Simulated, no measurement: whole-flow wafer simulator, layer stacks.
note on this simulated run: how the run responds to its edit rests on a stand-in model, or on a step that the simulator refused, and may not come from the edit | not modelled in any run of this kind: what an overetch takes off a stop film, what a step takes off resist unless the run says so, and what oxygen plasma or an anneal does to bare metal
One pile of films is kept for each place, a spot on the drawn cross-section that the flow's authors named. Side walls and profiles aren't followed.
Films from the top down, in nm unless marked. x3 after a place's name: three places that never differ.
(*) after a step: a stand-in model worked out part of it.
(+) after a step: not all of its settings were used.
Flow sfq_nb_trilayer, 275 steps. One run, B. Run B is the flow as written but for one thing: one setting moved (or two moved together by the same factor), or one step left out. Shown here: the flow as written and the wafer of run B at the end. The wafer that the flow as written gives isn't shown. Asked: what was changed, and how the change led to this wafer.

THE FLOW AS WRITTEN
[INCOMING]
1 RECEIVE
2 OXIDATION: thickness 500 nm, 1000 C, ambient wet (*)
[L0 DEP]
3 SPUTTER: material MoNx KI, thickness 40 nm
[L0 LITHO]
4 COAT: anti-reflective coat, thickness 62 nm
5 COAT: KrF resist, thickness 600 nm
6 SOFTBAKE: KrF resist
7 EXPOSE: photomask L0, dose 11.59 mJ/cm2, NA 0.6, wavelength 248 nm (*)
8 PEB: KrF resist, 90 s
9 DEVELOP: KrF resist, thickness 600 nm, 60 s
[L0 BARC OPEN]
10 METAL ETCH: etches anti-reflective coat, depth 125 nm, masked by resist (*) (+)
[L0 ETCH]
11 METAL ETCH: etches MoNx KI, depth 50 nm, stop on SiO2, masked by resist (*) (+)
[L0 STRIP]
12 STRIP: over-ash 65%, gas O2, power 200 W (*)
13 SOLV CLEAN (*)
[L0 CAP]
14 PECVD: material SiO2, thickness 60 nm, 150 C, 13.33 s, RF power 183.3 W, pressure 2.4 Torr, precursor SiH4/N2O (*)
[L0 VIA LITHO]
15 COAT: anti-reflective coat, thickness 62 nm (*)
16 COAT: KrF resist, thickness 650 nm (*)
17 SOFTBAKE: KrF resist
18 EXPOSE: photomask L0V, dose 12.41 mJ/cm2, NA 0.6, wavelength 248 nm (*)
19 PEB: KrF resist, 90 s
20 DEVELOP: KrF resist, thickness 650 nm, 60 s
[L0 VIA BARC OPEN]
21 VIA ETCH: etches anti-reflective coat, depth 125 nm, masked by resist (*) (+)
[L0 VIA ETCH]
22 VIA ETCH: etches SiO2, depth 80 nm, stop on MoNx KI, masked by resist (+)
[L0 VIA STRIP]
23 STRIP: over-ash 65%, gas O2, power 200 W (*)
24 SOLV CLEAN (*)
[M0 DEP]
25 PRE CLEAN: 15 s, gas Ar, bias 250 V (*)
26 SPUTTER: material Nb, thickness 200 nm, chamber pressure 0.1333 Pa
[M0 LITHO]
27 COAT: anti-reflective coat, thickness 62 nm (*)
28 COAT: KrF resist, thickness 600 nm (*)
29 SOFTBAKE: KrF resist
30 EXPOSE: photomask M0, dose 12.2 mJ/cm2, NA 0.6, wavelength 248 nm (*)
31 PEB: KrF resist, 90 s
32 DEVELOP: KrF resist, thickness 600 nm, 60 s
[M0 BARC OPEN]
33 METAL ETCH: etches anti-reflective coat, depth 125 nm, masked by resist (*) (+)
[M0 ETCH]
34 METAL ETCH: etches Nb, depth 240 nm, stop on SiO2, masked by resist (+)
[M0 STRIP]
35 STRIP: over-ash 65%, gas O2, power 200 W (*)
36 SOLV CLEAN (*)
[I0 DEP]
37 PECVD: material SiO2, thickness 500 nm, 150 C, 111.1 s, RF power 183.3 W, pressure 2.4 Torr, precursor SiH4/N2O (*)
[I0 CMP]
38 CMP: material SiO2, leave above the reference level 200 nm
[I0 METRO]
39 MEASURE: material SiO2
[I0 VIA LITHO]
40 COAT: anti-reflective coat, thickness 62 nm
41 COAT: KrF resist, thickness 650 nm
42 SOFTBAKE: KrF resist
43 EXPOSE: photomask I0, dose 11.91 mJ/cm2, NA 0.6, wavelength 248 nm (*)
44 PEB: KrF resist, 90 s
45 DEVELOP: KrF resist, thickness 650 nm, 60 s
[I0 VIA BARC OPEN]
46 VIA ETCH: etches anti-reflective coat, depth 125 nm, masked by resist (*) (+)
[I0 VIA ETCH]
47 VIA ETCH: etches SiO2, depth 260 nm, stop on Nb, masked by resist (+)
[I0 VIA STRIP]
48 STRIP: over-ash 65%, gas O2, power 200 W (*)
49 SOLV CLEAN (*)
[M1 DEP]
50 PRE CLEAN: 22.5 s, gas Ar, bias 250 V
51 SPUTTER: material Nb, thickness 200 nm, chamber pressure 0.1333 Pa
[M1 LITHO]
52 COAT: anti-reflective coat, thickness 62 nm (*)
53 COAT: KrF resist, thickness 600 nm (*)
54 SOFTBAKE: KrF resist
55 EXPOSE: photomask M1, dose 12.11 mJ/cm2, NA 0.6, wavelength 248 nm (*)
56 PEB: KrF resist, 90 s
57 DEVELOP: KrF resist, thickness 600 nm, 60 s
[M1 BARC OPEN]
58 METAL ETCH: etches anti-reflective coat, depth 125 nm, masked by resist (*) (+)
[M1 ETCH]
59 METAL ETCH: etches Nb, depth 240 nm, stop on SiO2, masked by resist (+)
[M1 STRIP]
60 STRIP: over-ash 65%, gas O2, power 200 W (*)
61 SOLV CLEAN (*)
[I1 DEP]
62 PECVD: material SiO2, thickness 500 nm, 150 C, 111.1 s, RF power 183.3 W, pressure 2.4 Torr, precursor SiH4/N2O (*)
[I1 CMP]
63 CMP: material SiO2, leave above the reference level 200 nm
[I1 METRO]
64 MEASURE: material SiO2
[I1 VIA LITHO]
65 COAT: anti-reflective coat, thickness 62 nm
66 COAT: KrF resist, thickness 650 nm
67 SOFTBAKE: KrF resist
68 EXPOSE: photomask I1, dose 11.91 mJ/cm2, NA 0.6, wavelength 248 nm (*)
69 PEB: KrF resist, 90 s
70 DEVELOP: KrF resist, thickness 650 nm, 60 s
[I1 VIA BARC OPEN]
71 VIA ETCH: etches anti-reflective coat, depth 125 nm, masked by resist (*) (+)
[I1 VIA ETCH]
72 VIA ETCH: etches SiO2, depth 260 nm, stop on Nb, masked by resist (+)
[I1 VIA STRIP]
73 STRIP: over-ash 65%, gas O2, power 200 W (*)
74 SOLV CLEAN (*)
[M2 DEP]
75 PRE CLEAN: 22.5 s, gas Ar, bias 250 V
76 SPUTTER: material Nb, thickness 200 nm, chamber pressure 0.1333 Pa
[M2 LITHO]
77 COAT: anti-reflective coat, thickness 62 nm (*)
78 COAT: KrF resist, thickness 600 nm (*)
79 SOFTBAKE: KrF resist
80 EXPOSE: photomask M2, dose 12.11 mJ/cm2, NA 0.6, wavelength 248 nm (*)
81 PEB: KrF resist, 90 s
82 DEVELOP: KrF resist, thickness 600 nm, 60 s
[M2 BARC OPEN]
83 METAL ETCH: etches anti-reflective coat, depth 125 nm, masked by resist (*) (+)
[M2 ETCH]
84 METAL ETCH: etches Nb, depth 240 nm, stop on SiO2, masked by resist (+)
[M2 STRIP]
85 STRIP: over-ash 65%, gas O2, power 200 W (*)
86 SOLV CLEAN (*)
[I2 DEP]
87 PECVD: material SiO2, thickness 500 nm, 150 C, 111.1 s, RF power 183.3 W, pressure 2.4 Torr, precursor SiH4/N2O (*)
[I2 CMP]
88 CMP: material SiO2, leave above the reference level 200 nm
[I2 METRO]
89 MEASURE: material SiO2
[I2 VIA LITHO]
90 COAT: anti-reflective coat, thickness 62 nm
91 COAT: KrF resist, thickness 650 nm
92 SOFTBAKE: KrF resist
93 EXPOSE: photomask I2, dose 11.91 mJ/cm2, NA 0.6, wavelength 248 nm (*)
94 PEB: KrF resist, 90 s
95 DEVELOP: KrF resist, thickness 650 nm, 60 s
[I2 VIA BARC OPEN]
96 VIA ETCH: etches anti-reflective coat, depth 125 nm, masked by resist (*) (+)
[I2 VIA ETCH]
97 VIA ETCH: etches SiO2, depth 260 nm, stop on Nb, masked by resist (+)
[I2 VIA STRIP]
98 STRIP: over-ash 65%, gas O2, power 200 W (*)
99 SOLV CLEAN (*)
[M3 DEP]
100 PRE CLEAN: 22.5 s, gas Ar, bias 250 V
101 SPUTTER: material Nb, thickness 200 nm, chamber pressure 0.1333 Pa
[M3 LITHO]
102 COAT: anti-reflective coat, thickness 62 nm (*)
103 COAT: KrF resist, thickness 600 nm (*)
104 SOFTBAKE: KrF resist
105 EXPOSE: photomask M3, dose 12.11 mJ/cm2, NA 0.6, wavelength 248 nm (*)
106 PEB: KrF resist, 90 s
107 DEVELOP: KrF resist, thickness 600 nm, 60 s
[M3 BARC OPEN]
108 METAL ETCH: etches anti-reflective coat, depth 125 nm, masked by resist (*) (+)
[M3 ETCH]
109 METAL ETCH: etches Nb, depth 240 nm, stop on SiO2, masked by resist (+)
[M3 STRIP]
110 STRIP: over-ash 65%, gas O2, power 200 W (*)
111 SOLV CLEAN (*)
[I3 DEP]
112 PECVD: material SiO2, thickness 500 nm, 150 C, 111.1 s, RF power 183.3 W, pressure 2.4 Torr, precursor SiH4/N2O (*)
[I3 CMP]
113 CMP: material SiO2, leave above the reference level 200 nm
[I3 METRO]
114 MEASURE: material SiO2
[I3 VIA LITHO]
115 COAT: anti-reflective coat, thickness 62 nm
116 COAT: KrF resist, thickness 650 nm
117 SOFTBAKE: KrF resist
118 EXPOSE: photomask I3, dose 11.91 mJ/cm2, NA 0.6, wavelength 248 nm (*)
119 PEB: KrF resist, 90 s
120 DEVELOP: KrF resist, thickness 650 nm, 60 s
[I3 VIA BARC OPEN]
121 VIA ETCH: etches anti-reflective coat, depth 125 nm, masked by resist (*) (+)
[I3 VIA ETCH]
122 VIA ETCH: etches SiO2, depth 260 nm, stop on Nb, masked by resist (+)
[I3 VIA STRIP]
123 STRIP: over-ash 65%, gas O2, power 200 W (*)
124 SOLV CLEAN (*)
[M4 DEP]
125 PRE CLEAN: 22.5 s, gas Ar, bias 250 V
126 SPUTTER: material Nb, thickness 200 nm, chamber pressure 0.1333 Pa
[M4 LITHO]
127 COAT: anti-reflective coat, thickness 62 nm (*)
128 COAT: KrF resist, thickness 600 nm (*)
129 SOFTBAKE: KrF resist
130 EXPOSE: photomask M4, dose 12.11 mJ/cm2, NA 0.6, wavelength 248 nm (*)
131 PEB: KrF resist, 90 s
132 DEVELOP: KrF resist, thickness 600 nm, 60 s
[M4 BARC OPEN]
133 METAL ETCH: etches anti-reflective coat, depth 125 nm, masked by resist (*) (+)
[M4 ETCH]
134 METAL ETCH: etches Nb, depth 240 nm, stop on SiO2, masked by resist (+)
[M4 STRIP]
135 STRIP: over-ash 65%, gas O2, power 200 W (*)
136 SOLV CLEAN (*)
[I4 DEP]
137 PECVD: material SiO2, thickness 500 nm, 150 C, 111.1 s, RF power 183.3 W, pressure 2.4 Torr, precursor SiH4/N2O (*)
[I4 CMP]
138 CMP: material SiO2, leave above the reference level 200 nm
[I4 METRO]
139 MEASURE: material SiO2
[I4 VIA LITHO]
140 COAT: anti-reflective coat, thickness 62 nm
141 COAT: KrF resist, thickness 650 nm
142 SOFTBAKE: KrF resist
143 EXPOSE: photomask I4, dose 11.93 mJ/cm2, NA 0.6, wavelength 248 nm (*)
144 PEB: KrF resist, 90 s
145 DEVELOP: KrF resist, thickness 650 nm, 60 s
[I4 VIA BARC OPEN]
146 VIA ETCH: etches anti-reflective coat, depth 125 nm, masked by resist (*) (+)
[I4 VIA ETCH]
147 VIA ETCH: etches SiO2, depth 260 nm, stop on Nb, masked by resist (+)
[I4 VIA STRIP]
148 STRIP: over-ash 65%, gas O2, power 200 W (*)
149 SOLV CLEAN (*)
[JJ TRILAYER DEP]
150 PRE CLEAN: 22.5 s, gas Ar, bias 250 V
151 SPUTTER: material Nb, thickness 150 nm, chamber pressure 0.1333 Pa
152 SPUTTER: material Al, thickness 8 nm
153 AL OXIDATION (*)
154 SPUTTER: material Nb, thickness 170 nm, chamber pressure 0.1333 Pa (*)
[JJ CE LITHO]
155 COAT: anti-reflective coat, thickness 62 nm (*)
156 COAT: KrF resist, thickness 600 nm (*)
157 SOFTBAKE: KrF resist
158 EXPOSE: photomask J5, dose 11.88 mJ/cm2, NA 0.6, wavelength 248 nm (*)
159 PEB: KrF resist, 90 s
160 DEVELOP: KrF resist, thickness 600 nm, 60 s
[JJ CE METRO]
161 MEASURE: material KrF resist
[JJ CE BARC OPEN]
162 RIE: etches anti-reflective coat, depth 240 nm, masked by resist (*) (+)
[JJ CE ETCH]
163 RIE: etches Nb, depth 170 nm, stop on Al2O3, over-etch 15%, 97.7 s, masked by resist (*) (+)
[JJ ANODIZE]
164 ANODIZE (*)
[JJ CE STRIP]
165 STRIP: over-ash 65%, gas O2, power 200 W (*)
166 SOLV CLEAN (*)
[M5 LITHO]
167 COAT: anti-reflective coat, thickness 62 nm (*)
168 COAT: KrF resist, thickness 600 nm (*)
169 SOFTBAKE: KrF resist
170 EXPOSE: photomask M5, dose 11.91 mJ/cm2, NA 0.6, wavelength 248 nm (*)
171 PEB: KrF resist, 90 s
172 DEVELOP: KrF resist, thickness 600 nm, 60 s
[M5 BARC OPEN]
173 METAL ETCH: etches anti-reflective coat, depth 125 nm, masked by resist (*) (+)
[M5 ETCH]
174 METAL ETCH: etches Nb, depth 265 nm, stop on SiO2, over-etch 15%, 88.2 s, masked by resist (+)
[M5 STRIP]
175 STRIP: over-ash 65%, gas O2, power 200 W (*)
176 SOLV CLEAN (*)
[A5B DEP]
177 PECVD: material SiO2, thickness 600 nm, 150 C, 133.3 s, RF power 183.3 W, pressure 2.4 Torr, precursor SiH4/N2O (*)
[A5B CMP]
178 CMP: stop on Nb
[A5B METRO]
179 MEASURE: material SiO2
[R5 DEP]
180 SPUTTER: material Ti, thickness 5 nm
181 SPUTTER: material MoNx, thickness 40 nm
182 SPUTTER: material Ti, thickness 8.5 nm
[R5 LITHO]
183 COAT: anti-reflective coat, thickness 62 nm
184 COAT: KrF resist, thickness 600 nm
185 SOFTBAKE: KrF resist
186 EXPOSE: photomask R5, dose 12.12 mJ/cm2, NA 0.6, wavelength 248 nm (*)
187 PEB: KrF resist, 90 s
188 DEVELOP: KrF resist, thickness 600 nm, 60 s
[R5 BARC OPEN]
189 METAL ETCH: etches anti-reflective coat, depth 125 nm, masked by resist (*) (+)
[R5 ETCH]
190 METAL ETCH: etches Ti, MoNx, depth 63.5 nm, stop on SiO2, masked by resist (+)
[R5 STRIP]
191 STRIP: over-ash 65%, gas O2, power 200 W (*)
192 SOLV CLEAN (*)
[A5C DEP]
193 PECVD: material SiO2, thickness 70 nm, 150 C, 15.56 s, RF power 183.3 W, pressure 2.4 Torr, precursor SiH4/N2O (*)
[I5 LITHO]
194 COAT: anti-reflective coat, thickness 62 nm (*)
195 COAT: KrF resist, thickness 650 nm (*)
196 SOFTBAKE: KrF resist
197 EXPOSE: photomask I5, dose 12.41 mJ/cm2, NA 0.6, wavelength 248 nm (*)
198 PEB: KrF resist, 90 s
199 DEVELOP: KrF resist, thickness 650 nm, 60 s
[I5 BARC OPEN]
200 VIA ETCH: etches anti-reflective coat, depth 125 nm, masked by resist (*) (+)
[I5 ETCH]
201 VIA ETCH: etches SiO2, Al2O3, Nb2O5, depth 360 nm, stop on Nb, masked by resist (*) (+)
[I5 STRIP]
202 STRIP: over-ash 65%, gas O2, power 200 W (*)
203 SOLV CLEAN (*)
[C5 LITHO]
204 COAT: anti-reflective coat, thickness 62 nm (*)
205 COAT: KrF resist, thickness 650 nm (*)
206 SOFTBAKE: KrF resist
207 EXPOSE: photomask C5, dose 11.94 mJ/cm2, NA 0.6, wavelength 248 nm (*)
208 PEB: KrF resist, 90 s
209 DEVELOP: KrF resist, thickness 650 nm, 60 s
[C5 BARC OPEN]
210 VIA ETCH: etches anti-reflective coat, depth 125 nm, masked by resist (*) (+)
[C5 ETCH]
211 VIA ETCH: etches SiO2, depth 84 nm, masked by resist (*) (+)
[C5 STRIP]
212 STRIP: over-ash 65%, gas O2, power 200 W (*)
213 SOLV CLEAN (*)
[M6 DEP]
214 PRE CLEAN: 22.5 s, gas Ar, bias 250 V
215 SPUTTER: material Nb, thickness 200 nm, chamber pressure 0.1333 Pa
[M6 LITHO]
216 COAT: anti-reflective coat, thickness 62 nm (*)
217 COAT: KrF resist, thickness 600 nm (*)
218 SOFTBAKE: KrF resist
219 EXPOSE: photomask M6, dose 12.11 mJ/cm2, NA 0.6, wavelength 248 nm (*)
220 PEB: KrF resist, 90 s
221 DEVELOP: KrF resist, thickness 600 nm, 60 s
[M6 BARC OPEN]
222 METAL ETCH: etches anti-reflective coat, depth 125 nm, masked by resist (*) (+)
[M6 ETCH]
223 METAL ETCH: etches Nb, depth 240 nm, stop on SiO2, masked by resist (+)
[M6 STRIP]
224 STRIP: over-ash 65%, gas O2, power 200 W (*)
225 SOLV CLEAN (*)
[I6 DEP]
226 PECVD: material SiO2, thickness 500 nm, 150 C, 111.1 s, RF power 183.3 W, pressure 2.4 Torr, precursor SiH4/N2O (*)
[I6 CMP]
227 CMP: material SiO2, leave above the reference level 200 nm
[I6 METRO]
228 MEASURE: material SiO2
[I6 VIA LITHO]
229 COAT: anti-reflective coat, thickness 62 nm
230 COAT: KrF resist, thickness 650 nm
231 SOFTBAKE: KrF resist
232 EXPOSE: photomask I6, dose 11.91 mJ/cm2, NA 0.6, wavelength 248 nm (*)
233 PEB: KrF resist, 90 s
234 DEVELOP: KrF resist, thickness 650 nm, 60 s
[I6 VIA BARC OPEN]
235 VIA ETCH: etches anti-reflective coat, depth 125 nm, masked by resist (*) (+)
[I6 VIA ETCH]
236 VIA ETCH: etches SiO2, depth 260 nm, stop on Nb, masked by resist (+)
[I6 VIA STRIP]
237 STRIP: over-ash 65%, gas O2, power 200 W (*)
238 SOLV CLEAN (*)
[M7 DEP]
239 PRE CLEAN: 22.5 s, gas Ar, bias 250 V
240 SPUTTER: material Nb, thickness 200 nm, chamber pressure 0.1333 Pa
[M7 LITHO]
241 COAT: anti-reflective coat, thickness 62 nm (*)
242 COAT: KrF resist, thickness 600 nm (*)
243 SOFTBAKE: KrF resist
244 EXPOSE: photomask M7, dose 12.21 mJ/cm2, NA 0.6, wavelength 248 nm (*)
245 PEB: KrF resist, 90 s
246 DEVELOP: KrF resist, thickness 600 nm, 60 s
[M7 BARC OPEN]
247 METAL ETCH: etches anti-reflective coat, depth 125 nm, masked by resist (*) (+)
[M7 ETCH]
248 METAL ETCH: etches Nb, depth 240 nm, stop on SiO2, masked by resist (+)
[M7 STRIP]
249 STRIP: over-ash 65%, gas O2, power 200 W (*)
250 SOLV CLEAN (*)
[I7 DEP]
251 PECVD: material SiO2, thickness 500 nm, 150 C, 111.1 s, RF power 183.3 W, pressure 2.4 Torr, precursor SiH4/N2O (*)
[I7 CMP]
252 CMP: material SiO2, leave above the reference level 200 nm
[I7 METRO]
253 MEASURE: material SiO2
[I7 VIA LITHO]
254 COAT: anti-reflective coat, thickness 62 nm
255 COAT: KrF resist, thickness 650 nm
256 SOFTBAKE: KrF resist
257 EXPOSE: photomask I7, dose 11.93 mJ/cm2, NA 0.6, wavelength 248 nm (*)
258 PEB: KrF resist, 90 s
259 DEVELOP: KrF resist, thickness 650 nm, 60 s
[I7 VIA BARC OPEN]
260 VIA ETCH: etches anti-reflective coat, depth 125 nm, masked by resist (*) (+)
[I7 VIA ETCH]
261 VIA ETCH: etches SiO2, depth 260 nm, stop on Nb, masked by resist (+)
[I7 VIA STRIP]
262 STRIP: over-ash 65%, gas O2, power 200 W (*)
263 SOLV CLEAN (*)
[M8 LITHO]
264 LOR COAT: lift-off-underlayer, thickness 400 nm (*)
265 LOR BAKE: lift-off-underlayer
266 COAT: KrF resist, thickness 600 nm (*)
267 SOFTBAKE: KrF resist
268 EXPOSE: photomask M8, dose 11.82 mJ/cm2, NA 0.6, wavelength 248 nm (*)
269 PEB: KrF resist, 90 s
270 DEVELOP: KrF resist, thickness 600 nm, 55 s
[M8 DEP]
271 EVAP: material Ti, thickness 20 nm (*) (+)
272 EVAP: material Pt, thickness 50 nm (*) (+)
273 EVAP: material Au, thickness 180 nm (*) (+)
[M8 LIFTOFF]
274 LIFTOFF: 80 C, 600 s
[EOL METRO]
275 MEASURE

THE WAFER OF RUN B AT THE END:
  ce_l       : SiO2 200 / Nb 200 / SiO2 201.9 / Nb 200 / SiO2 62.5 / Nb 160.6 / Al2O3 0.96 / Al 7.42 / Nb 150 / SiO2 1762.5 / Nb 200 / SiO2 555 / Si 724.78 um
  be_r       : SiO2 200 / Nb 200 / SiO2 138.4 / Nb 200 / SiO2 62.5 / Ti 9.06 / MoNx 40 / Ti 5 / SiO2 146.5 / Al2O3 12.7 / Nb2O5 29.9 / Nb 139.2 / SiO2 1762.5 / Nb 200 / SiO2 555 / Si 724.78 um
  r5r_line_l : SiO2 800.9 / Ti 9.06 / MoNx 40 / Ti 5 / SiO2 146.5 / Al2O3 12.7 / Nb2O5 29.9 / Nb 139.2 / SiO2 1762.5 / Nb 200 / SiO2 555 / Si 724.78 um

The cause: step 182, SPUTTER: thickness 9.061 nm was run, where the flow has thickness 8.5 nm.
It can be read off the wafer: be_r has Ti 9.06, and step 182 as written asks for 8.5 nm.

How the change led to this, step by step:
  182 SPUTTER: material Ti, thickness 8.5 nm
      field_l, v_sur, via_wl and 103 more: Ti +9.06 (new film) (as written it would be: Ti +8.5 (new film))
  190 METAL ETCH: etches Ti, MoNx, depth 63.5 nm, stop on SiO2, masked by resist (+)
      field_l, v_sur, via_wl and 92 more: Ti -9.06 (all of it), MoNx -40 (all of it), Ti -5 (all of it) (as written it would be: Ti -8.5 (all of it), MoNx -40 (all of it), Ti -5 (all of it))
      ce_l, c5j, ce_r, wl_jj: Ti -9.06 (all of it), MoNx -40 (all of it), Ti -5 (all of it), Nb -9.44 (as written it would be: Ti -8.5 (all of it), MoNx -40 (all of it), Ti -5 (all of it), Nb -10)
